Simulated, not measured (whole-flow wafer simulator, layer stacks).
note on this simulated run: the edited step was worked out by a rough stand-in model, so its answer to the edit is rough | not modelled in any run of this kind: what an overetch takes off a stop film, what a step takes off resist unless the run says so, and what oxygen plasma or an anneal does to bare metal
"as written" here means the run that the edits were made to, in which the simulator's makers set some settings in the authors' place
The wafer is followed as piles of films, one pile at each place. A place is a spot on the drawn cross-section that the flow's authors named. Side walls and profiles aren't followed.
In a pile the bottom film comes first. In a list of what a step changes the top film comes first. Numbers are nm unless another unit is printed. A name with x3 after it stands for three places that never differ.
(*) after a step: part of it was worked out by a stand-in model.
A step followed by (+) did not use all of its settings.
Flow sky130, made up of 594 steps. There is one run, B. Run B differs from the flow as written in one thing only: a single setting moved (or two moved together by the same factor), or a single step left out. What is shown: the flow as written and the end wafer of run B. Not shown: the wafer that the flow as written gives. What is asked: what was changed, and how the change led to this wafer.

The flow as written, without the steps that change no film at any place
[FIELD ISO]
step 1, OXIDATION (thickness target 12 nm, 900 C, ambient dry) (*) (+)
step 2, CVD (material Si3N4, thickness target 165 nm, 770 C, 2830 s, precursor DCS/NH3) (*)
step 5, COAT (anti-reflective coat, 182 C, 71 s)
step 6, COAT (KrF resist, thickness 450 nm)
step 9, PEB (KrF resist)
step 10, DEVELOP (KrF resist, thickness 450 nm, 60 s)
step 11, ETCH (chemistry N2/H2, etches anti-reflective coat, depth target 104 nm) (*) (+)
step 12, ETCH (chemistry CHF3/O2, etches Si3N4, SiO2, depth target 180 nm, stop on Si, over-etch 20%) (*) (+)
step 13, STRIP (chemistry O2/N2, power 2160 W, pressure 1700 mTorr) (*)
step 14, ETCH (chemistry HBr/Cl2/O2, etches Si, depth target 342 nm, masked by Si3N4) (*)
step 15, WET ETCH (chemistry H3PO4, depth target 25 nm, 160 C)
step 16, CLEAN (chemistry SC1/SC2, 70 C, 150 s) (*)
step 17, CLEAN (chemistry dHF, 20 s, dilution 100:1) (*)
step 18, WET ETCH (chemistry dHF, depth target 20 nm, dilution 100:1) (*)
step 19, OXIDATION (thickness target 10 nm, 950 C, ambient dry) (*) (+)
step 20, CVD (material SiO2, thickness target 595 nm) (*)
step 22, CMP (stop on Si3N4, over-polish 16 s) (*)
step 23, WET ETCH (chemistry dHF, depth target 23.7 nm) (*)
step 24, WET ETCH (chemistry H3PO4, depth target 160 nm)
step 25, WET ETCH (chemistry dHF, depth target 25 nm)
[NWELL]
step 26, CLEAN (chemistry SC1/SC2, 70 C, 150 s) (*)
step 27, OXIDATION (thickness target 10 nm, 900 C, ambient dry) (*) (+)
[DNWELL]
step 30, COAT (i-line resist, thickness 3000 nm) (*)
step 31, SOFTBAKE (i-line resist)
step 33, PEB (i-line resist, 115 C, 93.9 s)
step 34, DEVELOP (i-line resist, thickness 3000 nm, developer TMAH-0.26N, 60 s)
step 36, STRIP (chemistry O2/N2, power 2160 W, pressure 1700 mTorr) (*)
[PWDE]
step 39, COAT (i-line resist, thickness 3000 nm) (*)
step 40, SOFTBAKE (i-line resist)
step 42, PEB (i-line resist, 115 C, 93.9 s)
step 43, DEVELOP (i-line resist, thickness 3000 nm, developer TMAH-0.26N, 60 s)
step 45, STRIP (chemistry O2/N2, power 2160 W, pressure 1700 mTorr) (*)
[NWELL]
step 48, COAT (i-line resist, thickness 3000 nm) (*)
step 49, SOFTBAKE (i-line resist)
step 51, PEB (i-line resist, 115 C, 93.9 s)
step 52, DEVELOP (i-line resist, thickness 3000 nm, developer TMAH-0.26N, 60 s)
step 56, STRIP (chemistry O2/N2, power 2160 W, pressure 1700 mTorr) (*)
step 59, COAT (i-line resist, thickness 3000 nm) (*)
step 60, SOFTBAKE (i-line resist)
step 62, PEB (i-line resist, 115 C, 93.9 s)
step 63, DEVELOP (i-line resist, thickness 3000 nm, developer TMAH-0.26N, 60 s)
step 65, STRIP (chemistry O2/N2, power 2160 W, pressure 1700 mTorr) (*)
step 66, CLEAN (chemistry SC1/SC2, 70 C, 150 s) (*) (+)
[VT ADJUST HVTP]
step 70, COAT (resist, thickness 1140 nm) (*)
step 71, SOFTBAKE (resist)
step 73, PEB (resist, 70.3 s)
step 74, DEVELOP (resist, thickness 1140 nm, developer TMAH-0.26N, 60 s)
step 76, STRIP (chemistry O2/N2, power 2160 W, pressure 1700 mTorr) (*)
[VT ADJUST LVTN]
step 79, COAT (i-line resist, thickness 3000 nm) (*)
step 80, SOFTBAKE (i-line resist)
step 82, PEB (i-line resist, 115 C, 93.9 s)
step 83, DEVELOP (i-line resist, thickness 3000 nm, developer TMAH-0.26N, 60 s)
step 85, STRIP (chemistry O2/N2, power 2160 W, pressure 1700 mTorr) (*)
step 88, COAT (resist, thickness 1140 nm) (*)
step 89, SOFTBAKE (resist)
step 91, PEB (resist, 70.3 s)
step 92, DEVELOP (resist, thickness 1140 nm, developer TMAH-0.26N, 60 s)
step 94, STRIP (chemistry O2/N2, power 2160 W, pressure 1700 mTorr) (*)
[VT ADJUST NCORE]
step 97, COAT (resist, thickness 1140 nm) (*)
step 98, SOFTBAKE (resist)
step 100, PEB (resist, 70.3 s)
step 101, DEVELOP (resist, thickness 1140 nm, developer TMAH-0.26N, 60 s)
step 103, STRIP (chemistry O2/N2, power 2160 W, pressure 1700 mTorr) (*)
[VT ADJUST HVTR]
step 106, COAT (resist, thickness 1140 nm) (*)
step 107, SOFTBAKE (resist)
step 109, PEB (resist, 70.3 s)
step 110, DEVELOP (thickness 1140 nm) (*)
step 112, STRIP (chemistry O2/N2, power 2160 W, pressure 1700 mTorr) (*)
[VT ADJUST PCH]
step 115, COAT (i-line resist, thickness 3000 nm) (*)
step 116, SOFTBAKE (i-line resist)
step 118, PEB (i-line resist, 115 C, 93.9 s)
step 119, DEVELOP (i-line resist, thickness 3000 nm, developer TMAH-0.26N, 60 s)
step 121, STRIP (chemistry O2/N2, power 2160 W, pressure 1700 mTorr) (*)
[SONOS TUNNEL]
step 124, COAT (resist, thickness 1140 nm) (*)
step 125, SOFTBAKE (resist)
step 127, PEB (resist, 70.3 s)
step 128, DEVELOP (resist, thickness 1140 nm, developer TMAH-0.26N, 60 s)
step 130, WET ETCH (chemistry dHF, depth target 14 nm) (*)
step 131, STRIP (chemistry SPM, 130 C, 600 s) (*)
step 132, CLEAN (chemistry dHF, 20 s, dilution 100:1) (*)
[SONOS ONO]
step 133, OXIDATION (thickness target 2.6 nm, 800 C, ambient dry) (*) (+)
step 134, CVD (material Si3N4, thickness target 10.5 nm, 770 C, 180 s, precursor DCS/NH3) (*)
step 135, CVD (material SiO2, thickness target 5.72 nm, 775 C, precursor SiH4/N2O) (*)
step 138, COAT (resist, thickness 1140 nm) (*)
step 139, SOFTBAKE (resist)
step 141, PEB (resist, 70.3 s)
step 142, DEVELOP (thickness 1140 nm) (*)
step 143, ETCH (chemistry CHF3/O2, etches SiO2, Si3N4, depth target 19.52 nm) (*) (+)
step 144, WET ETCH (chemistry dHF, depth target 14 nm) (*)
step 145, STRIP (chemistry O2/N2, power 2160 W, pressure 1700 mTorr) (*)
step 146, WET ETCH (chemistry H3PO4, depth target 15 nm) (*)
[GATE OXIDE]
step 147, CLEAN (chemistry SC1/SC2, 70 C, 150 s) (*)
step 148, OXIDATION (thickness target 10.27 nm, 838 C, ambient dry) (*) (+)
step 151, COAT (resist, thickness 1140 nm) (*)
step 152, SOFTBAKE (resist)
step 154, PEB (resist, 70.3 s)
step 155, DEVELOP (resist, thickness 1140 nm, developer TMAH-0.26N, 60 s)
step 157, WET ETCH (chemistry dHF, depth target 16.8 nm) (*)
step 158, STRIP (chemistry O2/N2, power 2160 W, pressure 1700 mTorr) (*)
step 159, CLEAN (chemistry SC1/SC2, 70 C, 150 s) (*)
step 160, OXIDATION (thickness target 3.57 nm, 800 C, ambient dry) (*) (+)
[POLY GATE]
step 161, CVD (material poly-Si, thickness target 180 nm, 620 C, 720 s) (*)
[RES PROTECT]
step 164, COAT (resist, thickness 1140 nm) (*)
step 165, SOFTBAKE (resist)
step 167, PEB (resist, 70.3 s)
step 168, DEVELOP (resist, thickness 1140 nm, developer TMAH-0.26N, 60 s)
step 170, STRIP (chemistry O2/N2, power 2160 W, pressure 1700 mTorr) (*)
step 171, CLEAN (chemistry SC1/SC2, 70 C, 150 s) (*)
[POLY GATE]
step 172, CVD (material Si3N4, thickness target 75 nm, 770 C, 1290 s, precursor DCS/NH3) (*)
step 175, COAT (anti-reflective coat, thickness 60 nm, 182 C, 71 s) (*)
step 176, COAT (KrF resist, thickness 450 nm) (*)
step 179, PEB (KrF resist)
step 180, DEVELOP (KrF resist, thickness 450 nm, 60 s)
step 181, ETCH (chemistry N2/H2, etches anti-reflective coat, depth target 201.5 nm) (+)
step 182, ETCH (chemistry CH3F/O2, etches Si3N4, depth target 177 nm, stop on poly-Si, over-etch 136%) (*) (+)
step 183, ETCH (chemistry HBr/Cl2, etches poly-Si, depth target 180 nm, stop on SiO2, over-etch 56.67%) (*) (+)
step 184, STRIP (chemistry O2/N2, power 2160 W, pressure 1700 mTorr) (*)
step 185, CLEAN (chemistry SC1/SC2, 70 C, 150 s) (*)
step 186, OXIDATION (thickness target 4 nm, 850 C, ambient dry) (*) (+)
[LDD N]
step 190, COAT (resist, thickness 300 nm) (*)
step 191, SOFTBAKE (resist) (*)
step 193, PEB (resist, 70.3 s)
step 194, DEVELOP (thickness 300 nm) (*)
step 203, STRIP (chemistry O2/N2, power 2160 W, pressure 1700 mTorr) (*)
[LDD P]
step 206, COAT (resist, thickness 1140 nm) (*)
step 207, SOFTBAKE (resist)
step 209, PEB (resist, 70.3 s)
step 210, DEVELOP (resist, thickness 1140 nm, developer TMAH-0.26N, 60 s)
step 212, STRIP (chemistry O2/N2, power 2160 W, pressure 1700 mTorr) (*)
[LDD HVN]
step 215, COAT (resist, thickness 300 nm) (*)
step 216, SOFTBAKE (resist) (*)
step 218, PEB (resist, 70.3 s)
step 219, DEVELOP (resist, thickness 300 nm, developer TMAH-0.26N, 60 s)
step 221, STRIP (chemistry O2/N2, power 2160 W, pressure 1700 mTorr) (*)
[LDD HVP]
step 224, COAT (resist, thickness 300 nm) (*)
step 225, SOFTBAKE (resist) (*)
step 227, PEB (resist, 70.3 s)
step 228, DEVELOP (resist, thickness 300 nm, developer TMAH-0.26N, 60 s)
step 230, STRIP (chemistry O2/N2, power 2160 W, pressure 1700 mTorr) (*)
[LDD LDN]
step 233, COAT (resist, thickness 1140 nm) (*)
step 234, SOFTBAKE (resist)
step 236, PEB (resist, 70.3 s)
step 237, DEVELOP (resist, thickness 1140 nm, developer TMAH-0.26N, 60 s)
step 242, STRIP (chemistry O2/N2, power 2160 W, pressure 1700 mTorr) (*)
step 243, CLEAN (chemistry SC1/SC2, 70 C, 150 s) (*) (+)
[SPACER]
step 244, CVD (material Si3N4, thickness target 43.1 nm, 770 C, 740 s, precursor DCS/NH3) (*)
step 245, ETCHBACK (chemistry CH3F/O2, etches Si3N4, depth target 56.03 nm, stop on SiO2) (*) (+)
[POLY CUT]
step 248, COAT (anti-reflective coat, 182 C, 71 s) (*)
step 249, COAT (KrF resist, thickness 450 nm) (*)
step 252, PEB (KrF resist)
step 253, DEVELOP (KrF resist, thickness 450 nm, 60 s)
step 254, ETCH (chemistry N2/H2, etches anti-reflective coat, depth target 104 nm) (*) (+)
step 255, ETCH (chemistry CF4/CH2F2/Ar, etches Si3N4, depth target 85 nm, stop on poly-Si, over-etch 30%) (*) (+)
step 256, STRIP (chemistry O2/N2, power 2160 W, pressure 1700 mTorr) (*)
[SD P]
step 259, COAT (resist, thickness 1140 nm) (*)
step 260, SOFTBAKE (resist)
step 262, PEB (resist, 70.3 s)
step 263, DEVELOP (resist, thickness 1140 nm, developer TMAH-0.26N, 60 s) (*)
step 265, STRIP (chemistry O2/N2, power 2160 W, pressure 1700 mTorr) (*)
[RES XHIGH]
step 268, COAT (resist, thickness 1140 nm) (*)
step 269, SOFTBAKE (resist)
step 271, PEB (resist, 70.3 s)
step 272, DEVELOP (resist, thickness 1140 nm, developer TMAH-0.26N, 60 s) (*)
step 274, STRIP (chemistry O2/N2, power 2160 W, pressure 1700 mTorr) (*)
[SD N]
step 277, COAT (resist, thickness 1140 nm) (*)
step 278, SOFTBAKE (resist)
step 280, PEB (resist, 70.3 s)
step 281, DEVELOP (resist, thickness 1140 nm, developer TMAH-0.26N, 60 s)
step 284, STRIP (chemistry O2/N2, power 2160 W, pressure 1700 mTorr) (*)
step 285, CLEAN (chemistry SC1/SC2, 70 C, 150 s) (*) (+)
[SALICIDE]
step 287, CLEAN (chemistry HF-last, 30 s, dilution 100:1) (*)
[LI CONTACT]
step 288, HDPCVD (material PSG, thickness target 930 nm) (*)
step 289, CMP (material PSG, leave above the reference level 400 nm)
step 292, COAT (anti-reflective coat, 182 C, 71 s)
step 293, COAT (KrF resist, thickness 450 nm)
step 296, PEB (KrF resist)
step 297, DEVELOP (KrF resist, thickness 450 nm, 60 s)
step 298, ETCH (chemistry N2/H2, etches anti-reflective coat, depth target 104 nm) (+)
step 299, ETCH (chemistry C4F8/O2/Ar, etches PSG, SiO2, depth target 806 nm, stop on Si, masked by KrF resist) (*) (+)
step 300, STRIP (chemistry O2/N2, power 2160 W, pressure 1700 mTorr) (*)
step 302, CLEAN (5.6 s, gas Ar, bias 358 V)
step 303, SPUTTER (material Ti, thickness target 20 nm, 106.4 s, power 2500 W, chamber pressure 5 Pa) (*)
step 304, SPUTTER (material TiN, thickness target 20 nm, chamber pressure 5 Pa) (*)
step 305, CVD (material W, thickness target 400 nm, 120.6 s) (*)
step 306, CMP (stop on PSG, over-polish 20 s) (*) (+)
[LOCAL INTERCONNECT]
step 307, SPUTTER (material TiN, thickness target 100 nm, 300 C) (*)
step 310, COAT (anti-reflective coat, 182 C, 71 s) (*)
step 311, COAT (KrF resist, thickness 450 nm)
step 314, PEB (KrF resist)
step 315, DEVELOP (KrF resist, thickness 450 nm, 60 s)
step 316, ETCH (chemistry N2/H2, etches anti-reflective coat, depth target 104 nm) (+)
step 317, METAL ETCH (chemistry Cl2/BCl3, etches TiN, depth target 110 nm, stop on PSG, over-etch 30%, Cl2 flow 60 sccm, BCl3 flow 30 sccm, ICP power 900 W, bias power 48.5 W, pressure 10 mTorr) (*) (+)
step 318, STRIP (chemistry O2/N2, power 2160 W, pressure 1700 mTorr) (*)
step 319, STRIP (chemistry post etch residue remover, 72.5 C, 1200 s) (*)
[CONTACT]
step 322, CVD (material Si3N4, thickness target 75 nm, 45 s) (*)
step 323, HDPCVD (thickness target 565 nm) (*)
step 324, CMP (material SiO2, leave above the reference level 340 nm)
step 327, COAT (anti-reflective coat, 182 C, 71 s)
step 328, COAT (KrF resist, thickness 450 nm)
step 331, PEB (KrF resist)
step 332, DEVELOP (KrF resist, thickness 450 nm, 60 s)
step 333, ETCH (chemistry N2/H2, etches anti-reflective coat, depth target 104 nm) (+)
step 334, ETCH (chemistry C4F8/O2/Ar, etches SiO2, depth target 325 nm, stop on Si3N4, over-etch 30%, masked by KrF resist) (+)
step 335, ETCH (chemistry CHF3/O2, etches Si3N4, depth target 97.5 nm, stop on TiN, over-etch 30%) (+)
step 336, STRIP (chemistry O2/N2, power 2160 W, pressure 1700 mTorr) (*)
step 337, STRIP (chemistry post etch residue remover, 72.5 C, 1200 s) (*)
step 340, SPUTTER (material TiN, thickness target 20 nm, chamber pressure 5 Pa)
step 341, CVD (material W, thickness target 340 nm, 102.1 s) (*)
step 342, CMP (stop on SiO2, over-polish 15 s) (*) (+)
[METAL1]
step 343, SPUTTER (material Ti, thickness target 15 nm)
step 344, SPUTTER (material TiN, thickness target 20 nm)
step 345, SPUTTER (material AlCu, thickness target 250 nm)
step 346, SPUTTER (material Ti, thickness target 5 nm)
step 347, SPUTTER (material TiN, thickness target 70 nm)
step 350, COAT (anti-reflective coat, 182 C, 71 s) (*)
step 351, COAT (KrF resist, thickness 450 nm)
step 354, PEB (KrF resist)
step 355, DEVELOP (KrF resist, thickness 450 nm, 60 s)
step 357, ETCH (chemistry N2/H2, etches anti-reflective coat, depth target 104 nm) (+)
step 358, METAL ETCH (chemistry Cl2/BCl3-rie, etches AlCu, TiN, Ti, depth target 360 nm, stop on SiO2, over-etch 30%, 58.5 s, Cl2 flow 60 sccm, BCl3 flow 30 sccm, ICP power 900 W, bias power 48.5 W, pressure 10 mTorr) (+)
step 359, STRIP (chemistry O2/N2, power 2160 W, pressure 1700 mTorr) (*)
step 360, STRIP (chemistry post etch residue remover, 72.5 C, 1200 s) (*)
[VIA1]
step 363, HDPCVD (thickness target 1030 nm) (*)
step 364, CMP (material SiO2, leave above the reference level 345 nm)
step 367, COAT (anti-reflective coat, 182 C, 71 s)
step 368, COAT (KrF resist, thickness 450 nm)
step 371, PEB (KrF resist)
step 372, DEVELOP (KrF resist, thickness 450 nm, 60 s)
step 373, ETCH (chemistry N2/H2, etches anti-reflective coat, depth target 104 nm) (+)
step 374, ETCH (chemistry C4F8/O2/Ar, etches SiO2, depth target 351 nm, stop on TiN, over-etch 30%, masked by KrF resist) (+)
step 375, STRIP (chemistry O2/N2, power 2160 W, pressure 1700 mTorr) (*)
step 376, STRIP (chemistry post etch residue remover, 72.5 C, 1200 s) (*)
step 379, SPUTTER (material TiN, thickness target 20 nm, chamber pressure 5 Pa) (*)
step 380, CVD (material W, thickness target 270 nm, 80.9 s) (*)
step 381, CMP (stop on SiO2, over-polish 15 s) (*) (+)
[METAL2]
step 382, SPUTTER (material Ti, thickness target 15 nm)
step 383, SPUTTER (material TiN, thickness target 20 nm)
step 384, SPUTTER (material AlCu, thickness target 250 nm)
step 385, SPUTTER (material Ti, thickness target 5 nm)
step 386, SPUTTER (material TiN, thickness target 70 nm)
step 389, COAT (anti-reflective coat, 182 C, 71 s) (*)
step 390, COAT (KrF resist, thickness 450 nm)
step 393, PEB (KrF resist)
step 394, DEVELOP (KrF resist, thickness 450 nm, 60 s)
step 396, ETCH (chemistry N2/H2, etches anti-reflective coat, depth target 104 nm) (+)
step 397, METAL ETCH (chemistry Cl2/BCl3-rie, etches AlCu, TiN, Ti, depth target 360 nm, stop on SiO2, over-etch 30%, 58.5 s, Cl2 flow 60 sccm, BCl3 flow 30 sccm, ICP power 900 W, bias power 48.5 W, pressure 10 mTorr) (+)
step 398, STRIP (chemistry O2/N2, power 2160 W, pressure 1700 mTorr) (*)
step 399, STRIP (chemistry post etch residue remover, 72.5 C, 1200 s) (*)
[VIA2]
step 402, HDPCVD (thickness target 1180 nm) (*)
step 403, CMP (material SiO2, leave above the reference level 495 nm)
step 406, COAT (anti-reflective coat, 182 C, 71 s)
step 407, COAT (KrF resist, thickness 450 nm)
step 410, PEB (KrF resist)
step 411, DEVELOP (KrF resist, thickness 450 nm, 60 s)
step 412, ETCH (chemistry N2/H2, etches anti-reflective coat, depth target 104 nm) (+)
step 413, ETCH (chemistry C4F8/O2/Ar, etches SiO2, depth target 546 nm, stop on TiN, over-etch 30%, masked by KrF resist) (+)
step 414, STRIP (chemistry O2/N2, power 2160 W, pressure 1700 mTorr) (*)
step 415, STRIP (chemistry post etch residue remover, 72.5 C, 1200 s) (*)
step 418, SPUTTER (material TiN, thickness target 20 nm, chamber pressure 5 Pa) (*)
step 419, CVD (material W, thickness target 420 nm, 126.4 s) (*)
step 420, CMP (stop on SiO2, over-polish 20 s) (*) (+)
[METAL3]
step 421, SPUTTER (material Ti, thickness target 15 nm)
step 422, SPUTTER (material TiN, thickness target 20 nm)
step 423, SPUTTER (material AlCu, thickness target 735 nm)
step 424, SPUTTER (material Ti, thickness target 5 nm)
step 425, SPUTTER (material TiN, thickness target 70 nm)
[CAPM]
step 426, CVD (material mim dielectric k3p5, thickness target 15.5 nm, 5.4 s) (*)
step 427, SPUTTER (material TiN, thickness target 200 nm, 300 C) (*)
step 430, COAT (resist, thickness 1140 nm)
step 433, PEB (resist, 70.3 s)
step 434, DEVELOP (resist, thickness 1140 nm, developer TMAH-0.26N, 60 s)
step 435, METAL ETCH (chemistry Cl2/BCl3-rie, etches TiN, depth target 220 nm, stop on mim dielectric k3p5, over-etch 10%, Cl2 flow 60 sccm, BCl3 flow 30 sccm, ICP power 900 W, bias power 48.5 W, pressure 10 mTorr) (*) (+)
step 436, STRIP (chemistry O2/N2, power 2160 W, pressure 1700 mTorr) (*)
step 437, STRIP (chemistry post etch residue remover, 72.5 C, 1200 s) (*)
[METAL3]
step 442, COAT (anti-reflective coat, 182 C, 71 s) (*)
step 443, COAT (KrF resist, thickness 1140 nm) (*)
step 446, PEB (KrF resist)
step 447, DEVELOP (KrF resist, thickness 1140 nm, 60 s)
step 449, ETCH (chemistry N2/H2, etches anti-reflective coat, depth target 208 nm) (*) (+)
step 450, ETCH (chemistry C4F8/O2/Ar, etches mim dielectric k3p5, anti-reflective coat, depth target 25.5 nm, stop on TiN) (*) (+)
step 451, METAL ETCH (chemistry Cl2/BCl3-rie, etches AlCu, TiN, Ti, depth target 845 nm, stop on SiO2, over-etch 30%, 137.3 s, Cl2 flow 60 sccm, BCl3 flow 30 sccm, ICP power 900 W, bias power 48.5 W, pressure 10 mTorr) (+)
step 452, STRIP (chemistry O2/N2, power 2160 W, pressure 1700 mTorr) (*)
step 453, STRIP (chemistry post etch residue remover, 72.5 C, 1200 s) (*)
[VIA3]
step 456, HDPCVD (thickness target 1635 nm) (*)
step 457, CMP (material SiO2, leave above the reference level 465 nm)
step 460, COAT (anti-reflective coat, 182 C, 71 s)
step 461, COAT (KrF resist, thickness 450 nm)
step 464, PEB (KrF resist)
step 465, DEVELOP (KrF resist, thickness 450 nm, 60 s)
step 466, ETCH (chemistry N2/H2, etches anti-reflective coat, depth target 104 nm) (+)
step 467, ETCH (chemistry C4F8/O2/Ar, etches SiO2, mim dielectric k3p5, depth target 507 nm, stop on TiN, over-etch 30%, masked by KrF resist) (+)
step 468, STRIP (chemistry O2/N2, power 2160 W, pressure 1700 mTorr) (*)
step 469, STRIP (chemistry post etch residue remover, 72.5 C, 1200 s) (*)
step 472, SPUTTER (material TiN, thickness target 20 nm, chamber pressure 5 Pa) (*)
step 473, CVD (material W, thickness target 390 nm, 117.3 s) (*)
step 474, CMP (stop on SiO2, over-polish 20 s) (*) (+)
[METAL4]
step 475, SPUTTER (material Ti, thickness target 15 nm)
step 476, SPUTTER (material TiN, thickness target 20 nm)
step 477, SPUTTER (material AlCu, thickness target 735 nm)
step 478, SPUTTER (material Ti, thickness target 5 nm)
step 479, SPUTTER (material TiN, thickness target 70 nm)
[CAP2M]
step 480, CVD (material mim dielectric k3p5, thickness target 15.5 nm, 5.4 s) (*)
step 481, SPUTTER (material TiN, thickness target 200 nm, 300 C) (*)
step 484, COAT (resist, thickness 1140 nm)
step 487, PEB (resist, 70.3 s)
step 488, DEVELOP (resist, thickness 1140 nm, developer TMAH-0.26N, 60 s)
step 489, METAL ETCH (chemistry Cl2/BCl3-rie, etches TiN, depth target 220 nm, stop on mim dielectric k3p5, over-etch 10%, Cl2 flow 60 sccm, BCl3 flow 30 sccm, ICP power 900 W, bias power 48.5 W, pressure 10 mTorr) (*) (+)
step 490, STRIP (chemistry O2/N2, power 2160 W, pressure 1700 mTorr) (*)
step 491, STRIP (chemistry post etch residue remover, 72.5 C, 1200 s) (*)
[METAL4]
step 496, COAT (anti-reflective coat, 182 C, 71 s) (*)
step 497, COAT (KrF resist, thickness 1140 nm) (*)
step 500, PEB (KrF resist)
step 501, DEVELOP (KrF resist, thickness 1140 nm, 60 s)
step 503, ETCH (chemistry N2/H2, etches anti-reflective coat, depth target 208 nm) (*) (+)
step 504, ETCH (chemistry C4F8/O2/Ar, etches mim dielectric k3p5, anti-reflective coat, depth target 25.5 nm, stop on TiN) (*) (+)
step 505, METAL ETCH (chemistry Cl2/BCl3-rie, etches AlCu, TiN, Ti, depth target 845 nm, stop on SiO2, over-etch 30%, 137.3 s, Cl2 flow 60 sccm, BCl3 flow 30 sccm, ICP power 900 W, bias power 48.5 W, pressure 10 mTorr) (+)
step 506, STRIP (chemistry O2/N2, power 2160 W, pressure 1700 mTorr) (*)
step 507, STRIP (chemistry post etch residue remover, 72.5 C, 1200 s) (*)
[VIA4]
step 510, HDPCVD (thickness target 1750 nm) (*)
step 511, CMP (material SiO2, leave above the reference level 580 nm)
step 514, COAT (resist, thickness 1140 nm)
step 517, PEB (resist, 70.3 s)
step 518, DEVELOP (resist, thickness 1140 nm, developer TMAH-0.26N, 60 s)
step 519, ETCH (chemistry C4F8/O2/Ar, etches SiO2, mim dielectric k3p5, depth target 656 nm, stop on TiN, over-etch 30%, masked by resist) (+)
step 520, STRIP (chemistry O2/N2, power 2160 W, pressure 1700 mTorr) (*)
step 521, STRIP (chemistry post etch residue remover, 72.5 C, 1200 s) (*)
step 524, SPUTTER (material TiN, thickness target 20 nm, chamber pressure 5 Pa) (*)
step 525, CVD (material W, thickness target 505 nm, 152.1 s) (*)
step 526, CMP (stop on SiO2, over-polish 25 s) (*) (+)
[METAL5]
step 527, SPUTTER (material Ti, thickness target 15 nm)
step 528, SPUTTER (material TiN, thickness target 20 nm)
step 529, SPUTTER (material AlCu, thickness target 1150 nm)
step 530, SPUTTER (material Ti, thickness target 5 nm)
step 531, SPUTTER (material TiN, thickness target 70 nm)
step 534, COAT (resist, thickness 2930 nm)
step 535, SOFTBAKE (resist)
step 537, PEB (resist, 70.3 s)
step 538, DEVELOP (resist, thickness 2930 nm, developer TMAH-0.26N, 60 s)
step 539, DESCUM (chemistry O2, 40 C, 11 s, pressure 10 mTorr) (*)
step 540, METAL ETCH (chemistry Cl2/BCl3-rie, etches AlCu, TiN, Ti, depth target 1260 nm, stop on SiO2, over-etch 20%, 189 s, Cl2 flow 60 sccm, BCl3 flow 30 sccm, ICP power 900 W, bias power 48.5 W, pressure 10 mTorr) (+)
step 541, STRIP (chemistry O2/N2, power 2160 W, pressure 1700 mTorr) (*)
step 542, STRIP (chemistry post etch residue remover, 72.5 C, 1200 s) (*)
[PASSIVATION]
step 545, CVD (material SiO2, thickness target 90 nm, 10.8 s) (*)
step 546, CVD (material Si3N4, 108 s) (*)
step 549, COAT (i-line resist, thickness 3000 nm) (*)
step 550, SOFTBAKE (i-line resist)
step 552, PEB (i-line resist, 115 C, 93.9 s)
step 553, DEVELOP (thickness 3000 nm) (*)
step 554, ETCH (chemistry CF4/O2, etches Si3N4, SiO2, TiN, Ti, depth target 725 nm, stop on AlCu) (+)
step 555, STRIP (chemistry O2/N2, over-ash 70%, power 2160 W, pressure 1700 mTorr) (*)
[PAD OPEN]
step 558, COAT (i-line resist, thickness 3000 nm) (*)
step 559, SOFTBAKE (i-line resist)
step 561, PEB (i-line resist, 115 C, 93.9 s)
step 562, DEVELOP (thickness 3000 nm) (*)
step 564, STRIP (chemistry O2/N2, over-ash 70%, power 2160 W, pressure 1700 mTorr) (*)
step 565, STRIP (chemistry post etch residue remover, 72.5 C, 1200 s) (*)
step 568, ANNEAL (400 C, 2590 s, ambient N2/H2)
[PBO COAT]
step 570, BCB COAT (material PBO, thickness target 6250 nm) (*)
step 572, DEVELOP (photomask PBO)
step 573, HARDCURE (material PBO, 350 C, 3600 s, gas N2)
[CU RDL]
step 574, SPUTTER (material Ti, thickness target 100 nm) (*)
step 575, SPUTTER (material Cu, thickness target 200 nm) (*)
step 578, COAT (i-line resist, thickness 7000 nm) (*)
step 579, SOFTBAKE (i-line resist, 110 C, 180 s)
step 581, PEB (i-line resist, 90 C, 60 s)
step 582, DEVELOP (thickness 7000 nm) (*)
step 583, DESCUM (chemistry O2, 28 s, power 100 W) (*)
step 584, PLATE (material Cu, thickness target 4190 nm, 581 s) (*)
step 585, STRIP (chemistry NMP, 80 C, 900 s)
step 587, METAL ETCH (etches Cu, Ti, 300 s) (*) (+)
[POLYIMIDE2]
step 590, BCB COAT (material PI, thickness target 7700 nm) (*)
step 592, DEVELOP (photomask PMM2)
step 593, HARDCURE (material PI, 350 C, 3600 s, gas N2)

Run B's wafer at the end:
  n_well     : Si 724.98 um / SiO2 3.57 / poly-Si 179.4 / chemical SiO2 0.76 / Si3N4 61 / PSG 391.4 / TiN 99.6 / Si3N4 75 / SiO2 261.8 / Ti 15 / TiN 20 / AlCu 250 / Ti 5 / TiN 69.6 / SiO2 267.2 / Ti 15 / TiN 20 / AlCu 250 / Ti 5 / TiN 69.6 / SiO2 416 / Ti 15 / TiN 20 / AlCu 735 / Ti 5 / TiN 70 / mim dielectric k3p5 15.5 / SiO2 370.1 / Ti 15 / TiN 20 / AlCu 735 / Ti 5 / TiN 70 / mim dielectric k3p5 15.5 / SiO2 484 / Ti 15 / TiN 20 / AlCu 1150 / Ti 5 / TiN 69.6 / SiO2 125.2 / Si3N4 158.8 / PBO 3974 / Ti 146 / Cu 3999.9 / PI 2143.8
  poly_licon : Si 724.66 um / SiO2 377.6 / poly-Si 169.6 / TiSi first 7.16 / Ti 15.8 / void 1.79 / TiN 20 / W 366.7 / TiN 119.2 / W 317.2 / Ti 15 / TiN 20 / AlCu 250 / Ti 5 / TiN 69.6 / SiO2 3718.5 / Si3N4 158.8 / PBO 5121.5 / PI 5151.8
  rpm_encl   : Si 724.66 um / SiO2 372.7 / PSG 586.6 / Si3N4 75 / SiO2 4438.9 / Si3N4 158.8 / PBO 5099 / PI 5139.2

What caused this: step 574, SPUTTER: thickness target 146 nm was run, whereas the flow has thickness target 100 nm.
One can read it off the wafer: n_well has Ti 146, and step 574 as written asks for 100 nm.

The path from the change to this, step by step:
  step 574, SPUTTER (material Ti, thickness target 100 nm) (*)
      field, active, n_well and 190 more: +146 Ti (new film) (it would be, as written: +100 Ti (new film))
  step 587, METAL ETCH (etches Cu, Ti, 300 s) (*) (+)
      field, active, gate and 167 more: -200 Cu (all of it), -146 Ti (all of it) (it would be, as written: -200 Cu (all of it), -100 Ti (all of it))
  step 590, BCB COAT (material PI, thickness target 7700 nm) (*)
      de16_gate_nw: +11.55 um PI (new film) (it would be, as written: +11.5 um PI (new film))
